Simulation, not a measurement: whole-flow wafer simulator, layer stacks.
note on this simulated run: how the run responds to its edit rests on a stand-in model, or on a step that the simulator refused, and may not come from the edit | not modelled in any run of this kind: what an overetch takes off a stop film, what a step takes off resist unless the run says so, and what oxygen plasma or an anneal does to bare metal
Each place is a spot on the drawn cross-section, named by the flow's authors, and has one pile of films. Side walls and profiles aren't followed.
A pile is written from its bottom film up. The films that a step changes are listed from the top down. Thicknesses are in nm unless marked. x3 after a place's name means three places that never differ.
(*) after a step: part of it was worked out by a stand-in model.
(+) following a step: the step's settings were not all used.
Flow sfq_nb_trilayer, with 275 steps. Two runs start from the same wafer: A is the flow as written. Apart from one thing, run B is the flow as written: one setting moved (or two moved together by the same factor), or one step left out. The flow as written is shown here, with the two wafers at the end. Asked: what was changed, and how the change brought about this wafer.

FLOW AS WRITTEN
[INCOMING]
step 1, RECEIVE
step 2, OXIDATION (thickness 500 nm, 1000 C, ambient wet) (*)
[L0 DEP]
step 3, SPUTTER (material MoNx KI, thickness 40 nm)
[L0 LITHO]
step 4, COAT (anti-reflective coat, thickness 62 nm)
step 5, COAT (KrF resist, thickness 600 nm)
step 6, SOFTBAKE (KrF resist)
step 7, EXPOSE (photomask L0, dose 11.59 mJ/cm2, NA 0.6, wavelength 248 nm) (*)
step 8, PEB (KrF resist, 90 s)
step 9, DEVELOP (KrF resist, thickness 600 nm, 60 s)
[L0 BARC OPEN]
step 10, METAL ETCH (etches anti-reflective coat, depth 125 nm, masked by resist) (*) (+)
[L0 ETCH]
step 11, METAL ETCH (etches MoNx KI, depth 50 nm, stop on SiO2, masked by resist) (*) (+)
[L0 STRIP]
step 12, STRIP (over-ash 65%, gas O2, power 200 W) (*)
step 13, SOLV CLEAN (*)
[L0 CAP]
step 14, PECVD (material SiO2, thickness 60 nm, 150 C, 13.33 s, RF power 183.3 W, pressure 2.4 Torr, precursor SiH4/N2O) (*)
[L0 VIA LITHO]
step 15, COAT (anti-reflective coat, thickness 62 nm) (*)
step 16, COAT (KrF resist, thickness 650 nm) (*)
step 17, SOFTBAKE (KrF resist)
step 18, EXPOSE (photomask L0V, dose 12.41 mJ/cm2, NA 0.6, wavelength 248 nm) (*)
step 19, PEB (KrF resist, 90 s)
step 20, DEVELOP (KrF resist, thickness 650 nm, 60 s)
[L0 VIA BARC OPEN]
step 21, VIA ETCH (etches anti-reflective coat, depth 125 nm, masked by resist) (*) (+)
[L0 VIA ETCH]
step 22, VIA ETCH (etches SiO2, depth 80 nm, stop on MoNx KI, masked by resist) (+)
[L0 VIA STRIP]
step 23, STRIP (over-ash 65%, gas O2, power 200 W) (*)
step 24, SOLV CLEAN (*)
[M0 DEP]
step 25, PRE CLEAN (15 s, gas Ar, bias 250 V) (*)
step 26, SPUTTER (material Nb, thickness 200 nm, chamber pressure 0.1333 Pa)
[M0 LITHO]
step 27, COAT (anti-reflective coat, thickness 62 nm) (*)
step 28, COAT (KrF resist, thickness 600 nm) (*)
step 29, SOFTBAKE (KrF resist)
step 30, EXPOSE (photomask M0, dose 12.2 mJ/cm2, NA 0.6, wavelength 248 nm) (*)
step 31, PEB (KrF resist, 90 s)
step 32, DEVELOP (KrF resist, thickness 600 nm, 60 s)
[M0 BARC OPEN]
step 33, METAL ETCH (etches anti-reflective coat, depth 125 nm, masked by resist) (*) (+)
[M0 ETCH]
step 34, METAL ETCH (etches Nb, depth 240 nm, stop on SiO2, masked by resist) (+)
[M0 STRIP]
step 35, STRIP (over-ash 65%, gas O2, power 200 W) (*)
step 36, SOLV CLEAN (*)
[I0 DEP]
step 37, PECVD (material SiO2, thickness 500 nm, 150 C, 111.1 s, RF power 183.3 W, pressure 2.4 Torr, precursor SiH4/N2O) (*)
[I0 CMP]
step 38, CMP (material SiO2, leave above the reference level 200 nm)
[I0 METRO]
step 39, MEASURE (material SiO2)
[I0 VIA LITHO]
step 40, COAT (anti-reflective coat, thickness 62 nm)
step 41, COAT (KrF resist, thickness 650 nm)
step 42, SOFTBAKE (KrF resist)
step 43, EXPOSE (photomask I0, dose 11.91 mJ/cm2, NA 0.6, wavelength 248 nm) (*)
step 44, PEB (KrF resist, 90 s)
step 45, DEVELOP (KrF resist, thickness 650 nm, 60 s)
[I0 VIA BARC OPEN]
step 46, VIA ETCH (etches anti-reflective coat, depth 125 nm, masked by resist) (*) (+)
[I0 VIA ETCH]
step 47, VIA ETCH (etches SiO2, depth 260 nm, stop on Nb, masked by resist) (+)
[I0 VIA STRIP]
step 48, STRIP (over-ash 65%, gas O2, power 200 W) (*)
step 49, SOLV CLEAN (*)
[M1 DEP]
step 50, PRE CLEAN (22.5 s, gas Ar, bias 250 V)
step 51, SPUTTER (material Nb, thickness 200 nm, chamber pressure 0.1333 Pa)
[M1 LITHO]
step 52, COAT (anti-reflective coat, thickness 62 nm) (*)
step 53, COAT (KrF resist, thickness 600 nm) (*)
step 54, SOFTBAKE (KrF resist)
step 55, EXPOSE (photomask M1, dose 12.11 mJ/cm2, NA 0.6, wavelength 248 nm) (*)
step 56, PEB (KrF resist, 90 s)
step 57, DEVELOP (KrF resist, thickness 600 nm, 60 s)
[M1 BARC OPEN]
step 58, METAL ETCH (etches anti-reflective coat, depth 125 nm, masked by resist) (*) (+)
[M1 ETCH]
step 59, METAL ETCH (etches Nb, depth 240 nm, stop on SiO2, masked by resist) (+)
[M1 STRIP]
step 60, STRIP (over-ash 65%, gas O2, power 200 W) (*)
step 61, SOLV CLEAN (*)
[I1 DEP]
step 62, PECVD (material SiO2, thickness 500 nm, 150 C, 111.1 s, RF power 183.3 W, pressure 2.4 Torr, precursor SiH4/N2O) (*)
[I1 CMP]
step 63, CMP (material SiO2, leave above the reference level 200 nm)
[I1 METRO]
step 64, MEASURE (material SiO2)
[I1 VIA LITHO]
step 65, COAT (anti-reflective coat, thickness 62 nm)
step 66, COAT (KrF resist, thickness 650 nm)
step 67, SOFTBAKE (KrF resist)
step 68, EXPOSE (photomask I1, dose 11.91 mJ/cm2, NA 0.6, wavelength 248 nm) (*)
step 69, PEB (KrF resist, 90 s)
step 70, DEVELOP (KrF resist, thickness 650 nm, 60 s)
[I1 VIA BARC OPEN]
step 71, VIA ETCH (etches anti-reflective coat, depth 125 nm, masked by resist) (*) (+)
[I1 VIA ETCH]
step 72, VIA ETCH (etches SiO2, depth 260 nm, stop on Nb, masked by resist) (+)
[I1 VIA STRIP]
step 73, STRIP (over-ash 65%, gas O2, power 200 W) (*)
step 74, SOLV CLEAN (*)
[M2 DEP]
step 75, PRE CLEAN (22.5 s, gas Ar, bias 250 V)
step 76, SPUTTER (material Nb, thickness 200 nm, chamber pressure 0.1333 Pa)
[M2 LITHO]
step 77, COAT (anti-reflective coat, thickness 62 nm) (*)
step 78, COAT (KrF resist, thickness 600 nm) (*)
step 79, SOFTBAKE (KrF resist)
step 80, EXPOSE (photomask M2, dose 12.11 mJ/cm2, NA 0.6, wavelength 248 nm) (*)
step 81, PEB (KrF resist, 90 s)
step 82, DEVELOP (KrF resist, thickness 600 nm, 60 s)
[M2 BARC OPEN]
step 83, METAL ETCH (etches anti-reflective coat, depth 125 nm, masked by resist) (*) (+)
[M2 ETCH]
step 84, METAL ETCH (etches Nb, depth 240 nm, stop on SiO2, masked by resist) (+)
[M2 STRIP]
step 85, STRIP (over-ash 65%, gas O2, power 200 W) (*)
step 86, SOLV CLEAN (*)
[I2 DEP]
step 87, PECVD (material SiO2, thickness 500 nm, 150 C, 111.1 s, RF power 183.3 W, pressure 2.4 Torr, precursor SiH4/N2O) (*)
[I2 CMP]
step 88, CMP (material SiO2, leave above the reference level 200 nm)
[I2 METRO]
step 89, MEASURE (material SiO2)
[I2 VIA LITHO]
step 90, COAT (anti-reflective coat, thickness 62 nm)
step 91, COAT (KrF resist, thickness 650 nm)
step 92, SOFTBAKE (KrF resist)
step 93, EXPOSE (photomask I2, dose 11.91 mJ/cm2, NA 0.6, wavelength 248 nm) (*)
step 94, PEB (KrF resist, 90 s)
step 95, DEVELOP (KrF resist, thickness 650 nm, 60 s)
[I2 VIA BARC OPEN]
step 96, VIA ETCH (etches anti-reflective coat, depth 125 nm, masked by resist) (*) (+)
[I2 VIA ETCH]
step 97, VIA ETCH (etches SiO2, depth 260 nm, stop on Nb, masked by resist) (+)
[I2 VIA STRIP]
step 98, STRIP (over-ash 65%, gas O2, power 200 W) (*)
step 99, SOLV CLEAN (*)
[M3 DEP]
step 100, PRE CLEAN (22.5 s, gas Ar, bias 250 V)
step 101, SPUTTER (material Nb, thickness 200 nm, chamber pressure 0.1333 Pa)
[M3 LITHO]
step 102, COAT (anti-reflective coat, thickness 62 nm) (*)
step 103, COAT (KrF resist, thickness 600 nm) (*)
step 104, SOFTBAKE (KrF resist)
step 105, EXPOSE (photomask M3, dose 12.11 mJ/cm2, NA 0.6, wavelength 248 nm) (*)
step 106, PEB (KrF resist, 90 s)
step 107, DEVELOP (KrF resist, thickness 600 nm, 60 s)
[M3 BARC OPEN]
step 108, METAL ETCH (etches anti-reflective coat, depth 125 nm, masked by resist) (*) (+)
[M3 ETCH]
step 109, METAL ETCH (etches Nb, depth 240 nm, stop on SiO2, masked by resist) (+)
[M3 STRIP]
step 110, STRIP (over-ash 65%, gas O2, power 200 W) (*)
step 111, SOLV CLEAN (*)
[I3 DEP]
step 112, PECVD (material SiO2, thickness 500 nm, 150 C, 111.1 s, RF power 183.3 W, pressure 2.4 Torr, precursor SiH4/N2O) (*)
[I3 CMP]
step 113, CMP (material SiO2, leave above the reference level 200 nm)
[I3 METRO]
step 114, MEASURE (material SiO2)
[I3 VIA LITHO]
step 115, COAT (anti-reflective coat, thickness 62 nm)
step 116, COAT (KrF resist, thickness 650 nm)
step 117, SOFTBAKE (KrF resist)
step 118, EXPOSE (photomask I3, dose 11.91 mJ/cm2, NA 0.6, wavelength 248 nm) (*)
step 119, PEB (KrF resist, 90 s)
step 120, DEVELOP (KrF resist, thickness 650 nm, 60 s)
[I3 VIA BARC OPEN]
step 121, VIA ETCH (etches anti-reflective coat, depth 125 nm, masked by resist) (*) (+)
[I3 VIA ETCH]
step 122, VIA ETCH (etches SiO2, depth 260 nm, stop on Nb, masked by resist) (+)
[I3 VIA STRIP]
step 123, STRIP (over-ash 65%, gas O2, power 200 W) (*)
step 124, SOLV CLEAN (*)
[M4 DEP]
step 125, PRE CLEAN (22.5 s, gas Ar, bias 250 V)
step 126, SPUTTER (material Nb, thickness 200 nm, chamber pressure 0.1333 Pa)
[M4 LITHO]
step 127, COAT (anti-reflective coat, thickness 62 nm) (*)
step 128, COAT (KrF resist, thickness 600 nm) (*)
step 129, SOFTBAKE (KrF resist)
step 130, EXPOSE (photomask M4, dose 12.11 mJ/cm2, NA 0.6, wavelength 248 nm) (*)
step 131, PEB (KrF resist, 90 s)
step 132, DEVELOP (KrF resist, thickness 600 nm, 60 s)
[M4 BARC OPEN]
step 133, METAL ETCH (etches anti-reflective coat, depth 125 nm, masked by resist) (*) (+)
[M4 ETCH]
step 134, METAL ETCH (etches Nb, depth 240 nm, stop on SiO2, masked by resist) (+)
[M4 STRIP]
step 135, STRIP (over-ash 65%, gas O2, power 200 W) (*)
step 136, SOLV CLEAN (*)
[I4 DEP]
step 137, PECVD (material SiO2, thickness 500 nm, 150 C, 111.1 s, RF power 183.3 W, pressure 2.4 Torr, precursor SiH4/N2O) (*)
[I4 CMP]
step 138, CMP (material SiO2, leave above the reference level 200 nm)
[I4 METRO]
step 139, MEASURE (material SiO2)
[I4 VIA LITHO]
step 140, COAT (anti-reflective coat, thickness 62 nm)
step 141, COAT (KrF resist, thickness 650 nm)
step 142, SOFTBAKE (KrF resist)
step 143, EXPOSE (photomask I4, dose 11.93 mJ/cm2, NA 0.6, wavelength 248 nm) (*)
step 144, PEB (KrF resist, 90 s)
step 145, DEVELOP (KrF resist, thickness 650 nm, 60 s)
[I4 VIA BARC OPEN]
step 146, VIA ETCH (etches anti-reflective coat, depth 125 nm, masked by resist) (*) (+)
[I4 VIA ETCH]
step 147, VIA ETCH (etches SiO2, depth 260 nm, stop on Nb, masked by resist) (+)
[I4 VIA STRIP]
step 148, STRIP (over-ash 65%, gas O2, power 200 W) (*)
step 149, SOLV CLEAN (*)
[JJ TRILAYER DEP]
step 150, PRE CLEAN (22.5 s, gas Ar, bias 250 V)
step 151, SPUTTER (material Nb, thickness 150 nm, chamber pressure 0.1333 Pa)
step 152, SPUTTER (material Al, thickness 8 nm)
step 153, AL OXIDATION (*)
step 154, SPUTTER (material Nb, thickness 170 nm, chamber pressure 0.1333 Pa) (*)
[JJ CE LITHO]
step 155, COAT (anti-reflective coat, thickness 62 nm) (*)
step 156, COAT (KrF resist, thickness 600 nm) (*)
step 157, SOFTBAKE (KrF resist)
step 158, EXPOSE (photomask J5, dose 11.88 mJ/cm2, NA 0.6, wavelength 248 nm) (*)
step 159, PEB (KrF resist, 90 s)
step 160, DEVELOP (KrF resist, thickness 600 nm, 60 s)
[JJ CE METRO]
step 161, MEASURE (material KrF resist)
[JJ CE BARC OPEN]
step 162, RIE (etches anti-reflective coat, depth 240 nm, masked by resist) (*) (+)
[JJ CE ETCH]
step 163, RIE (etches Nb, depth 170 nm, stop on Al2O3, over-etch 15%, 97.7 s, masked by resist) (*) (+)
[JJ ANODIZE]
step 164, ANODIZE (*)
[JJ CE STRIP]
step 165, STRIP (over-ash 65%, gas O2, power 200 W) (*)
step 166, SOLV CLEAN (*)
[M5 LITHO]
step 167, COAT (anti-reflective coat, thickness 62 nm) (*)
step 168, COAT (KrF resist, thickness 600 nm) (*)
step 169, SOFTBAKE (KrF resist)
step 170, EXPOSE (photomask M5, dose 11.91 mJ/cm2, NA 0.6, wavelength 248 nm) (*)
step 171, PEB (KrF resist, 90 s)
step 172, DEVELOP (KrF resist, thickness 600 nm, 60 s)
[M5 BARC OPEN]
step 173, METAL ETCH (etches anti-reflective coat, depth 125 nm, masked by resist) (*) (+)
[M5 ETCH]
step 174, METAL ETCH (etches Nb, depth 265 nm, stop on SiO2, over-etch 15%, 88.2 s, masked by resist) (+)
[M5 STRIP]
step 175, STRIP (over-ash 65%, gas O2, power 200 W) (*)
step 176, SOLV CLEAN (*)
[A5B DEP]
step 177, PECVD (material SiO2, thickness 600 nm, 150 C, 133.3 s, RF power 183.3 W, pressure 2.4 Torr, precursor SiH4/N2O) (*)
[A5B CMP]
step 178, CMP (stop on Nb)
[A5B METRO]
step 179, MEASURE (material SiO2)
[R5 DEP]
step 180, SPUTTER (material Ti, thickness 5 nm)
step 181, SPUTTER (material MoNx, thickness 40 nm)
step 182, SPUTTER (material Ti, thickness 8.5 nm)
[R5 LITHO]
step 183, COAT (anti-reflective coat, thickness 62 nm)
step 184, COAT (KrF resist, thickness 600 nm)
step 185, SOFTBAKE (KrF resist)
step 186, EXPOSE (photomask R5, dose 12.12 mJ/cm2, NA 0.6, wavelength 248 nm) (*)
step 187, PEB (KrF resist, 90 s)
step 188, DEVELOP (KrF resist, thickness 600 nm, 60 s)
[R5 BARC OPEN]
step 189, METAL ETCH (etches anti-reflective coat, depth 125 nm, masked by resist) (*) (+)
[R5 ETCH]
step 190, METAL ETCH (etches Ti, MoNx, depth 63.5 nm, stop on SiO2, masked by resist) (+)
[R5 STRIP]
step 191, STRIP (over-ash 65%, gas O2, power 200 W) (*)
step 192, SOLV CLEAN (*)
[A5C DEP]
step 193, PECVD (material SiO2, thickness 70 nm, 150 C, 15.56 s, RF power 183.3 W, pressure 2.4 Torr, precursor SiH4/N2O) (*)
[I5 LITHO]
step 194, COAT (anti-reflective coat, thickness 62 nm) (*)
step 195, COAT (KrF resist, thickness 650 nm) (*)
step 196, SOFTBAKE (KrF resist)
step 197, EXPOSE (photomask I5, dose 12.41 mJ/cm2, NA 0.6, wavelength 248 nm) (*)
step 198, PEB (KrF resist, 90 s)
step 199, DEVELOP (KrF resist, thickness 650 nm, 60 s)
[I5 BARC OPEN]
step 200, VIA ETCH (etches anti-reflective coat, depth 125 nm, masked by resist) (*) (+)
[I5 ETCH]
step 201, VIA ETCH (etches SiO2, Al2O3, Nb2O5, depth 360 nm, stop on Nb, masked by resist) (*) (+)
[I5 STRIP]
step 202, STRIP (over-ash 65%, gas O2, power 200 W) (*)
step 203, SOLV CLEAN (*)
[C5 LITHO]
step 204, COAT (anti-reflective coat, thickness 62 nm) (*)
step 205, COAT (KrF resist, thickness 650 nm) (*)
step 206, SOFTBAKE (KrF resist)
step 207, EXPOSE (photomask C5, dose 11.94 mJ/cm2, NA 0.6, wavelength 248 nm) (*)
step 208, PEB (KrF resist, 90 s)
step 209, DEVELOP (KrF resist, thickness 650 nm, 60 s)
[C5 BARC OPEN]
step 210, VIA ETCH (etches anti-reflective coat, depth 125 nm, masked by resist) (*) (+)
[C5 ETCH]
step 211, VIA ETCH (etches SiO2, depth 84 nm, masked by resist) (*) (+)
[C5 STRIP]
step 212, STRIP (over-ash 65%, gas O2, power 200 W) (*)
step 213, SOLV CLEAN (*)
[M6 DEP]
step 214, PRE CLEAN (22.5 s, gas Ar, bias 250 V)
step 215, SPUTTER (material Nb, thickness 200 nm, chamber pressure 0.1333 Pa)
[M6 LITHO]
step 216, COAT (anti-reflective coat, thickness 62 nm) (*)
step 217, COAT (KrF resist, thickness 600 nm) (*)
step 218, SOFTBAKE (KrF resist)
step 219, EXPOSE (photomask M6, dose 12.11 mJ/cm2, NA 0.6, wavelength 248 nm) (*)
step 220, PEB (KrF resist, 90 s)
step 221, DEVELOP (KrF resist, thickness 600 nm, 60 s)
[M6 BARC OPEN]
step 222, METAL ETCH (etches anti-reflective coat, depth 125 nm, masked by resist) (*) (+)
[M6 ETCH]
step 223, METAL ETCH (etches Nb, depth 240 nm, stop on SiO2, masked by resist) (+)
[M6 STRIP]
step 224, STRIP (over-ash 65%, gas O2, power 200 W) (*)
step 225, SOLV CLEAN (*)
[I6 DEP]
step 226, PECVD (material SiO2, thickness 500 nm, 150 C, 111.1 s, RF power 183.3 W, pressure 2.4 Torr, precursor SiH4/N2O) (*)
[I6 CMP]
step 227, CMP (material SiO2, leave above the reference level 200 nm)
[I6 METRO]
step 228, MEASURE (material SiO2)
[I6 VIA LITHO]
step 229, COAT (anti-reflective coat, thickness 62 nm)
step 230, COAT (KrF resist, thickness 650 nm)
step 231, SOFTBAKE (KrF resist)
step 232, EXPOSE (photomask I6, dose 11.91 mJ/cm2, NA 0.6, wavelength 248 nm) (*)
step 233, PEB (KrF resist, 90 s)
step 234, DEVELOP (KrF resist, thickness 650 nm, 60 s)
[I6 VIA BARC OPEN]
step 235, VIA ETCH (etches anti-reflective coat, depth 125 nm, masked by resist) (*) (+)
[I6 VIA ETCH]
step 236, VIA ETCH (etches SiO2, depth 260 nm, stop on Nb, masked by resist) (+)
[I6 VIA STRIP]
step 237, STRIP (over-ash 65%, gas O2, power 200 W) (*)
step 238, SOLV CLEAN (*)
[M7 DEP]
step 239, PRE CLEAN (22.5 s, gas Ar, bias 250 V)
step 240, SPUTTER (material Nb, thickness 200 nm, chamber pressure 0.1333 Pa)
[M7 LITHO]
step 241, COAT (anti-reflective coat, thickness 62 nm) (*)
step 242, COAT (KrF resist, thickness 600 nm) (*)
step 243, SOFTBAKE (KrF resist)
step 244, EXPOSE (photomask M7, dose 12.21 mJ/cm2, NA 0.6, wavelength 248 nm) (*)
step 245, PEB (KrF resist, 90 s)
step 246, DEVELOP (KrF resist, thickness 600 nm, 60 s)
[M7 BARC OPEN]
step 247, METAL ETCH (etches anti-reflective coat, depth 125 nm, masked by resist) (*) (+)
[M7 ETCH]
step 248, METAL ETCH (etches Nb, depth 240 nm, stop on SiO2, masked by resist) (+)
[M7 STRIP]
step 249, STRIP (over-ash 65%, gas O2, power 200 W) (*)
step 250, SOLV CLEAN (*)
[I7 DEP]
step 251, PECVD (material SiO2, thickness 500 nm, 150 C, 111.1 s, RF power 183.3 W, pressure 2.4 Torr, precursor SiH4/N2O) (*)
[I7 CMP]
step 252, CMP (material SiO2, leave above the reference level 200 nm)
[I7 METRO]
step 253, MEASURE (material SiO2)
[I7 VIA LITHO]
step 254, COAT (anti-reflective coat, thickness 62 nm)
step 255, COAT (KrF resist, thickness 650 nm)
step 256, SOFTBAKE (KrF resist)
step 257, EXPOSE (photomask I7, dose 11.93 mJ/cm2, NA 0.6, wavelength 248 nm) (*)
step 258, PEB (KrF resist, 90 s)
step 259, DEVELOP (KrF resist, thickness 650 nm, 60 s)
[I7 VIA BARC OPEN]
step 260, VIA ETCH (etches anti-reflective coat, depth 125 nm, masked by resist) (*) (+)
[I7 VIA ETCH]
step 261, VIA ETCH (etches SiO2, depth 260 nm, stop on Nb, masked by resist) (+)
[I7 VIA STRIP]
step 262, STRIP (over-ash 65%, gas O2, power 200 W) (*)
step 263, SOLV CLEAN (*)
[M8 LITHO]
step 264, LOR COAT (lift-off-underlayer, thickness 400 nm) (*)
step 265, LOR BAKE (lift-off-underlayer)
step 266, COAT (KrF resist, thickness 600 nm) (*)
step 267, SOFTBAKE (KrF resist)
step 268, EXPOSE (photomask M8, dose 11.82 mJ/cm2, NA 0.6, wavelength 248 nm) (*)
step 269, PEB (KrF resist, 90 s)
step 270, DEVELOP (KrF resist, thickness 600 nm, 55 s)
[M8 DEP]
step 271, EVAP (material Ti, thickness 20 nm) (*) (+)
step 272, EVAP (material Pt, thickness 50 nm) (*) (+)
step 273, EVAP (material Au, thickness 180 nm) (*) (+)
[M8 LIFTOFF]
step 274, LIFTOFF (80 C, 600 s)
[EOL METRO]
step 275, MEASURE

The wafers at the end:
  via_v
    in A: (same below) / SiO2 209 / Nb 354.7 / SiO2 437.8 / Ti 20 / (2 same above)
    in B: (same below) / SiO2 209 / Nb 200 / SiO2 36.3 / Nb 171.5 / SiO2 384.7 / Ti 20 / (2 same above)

Cause: step 236, VIA ETCH: depth 156 nm was run, while the flow as written has depth 260 nm.

The path from the change to this, step by step:
  step 236, VIA ETCH (etches SiO2, depth 260 nm, stop on Nb, masked by resist) (+)
      via_v: A -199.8 SiO2 (all of it) | B -156 SiO2
      field_l, v_sur, via_wl and 102 more: A -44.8 KrF resist | B -26.9 KrF resist
  step 237, STRIP (over-ash 65%, gas O2, power 200 W) (*)
      field_l, v_sur, via_wl and 102 more: A -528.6 KrF resist (all of it), -62 anti-reflective coat (all of it) | B -546.5 KrF resist (all of it), -62 anti-reflective coat (all of it)
  step 239, PRE CLEAN (22.5 s, gas Ar, bias 250 V)
      via_v: A -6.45 Nb | B -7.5 SiO2
  step 240, SPUTTER (material Nb, thickness 200 nm, chamber pressure 0.1333 Pa)
      via_v: A +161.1 Nb | B +171.5 Nb (new film)
  step 241, COAT (anti-reflective coat, thickness 62 nm) (*)
      via_v: A +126 anti-reflective coat (new film) | B +114.9 anti-reflective coat (new film)
  step 242, COAT (KrF resist, thickness 600 nm) (*)
      via_v: A +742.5 KrF resist (new film) | B +707.3 KrF resist (new film)
  step 249, STRIP (over-ash 65%, gas O2, power 200 W) (*)
      via_v: A -524.5 KrF resist (all of it), -126 anti-reflective coat (all of it) | B -489.4 KrF resist (all of it), -114.9 anti-reflective coat (all of it)
  step 251, PECVD (material SiO2, thickness 500 nm, 150 C, 111.1 s, RF power 183.3 W, pressure 2.4 Torr, precursor SiH4/N2O) (*)
      via_v: A +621 SiO2 (new film) | B +541.8 SiO2 (new film)
  step 252, CMP (material SiO2, leave above the reference level 200 nm)
      via_v: A -183.1 SiO2 | B -157.1 SiO2
With metal films that touch counted as one body, via_v has 7 bodies (between them, from the top down: SiO2 384.7; SiO2 36.3; SiO2 209 / Al2O3 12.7 / Nb2O5 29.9; SiO2 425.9; SiO2 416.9; SiO2 192.5); the flow as written gives 6 bodies (between them, from the top down: SiO2 437.8; SiO2 209 / Al2O3 12.7 / Nb2O5 29.9; SiO2 425.9; SiO2 416.9; SiO2 192.5).
